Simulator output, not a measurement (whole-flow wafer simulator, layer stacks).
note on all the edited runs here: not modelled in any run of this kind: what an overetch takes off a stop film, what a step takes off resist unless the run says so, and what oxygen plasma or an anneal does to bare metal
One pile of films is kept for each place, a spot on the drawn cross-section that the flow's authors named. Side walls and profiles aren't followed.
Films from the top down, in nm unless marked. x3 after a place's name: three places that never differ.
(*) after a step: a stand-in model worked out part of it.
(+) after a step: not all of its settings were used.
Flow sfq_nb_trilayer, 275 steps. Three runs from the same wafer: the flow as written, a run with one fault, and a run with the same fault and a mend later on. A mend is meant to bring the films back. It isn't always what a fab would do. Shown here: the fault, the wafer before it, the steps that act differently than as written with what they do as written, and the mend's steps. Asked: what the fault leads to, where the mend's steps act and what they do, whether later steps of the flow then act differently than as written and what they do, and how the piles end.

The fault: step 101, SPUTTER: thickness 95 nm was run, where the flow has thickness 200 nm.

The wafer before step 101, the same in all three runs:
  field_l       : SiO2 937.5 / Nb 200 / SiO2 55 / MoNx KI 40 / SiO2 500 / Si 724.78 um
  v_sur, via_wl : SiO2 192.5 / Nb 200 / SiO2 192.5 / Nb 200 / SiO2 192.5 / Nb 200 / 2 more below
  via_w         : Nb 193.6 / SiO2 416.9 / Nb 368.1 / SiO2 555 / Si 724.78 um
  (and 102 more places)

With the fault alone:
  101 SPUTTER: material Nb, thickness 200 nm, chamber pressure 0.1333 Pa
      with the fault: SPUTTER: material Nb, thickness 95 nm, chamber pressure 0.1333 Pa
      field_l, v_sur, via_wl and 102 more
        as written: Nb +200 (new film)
        with the fault: Nb +95 (new film)
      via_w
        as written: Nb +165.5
        with the fault: Nb +78.3
  Later steps of the flow that act differently than as written (4 more steps differ only slightly, by at most 2% or 0.5 nm, whichever is larger, and aren't shown):
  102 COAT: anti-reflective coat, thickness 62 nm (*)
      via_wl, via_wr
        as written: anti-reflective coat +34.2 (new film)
        with the fault: anti-reflective coat +32.8 (new film)
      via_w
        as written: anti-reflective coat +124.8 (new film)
        with the fault: anti-reflective coat +119.7 (new film)
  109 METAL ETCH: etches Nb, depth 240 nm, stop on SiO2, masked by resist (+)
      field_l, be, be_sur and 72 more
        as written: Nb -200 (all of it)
        with the fault: Nb -95 (all of it)
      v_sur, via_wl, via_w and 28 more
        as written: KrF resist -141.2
        with the fault: KrF resist -83.8
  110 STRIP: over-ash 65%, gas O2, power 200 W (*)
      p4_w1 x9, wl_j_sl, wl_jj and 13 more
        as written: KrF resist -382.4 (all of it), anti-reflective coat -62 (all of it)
        with the fault: KrF resist -439.7 (all of it), anti-reflective coat -62 (all of it)
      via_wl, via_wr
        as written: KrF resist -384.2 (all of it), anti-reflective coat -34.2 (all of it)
        with the fault: KrF resist -445.3 (all of it), anti-reflective coat -32.8 (all of it)
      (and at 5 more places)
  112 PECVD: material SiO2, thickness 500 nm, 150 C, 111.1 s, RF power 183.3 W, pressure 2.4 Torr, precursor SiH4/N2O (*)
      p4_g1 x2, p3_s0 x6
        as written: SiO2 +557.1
        with the fault: SiO2 +500
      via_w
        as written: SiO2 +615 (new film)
        with the fault: SiO2 +585.7 (new film)
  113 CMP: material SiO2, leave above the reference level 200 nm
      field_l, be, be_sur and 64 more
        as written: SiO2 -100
        with the fault: SiO2 -205
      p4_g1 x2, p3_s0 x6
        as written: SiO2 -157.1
        with the fault: SiO2 -205
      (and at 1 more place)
  At the end the piles differ from the flow's by more than 2% or 0.5 nm, whichever is larger, at field_l, v_sur, via_wl and 103 more.
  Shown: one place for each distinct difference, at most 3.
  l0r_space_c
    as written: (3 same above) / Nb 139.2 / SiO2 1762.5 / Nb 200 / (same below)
    with the fault: (3 same above) / Nb 139.2 / SiO2 1657.5 / Nb 200 / (same below)
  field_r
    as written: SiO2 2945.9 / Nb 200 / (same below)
    with the fault: SiO2 2840.9 / Nb 200 / (same below)
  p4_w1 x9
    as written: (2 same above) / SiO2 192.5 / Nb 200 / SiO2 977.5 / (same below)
    with the fault: (2 same above) / SiO2 192.5 / Nb 95 / SiO2 977.5 / (same below)

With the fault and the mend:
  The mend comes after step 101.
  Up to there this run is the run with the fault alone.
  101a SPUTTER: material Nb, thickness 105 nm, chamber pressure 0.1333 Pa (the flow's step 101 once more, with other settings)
      field_l, v_sur, via_wl and 102 more
        Nb +105
      via_w
        Nb +86
  No later step of the flow acts differently than as written, at any place that is followed, by more than 2% or 0.5 nm, whichever is larger.
  At the end the piles differ from the flow's only slightly at the places that both follow, by at most 2% or 0.5 nm, whichever is larger.
